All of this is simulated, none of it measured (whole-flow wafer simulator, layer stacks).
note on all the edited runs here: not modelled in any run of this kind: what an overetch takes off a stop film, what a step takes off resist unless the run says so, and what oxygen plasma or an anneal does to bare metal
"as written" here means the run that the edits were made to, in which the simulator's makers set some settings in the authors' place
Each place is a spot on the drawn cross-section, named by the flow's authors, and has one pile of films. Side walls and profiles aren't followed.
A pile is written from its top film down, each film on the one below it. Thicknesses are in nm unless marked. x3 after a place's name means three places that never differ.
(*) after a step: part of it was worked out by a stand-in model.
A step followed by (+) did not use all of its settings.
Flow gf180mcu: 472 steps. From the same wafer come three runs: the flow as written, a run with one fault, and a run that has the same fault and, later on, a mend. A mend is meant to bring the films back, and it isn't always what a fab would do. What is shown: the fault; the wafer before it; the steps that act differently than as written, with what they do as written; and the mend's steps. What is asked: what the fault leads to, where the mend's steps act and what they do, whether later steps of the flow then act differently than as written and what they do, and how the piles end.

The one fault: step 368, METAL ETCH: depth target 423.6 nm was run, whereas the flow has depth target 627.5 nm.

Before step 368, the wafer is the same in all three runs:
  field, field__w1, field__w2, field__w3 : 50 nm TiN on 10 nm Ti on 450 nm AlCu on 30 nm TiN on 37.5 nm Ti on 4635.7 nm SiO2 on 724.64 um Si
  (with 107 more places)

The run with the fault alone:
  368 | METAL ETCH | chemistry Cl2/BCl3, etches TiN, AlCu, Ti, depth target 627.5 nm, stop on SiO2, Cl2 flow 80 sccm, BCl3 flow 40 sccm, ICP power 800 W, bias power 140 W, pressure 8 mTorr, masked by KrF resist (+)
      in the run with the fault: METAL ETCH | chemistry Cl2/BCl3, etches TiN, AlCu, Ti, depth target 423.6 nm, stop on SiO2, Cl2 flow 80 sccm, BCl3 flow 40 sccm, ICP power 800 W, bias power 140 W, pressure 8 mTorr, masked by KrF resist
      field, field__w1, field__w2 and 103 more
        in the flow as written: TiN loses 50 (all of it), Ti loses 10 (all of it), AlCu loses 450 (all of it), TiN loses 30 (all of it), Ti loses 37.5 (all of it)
        in the run with the fault: TiN loses 50 (all of it), Ti loses 10 (all of it), AlCu loses 363.6
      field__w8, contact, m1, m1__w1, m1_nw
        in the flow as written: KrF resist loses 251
        in the run with the fault: KrF resist loses 169.4
  Later steps of the flow acting differently than as written:
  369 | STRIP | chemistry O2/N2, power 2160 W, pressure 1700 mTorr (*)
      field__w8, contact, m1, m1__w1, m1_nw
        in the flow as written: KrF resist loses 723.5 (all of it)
        in the run with the fault: KrF resist loses 805.1 (all of it)
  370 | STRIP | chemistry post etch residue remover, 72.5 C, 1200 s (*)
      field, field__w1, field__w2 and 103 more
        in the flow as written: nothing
        in the run with the fault: AlCu loses 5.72
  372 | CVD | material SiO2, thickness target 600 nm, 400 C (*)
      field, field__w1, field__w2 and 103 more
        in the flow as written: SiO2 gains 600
        in the run with the fault: SiO2 gains 600 (new film)
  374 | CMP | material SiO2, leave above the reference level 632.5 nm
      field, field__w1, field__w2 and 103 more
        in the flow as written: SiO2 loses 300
        in the run with the fault: SiO2 loses 448.2
  At field, field__w1, field__w2 and 104 more, the piles at the end differ from the flow's by more than 2% or 0.5 nm, whichever is larger.
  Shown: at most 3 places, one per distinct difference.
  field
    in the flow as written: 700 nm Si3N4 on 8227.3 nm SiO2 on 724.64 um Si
    in the run with the fault: 700 nm Si3N4 on 3443.4 nm SiO2 on 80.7 nm AlCu on 30 nm TiN on 37.5 nm Ti on 4635.7 nm SiO2 on 724.64 um Si
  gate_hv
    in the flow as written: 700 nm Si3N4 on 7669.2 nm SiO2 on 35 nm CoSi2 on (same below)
    in the run with the fault: 700 nm Si3N4 on 3443.4 nm SiO2 on 80.7 nm AlCu on 30 nm TiN on 37.5 nm Ti on 4077.6 nm SiO2 on 35 nm CoSi2 on (same below)
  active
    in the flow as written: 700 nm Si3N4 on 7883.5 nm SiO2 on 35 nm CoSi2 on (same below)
    in the run with the fault: 700 nm Si3N4 on 3443.4 nm SiO2 on 80.7 nm AlCu on 30 nm TiN on 37.5 nm Ti on 4291.9 nm SiO2 on 35 nm CoSi2 on (same below)

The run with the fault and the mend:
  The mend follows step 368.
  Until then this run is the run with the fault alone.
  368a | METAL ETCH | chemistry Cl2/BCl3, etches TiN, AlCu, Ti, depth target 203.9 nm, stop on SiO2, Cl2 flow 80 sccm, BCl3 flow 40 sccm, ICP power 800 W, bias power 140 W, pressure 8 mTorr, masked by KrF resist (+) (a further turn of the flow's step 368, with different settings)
      field, field__w1, field__w2 and 103 more
        AlCu loses 86.4 (all of it), TiN loses 30 (all of it), Ti loses 37.5 (all of it)
      field__w8, contact, m1, m1__w1, m1_nw
        KrF resist loses 81.6
  Later steps of the flow that are run all act as written at every place that is followed.
  The piles end the same as the flow's at every place that both follow.
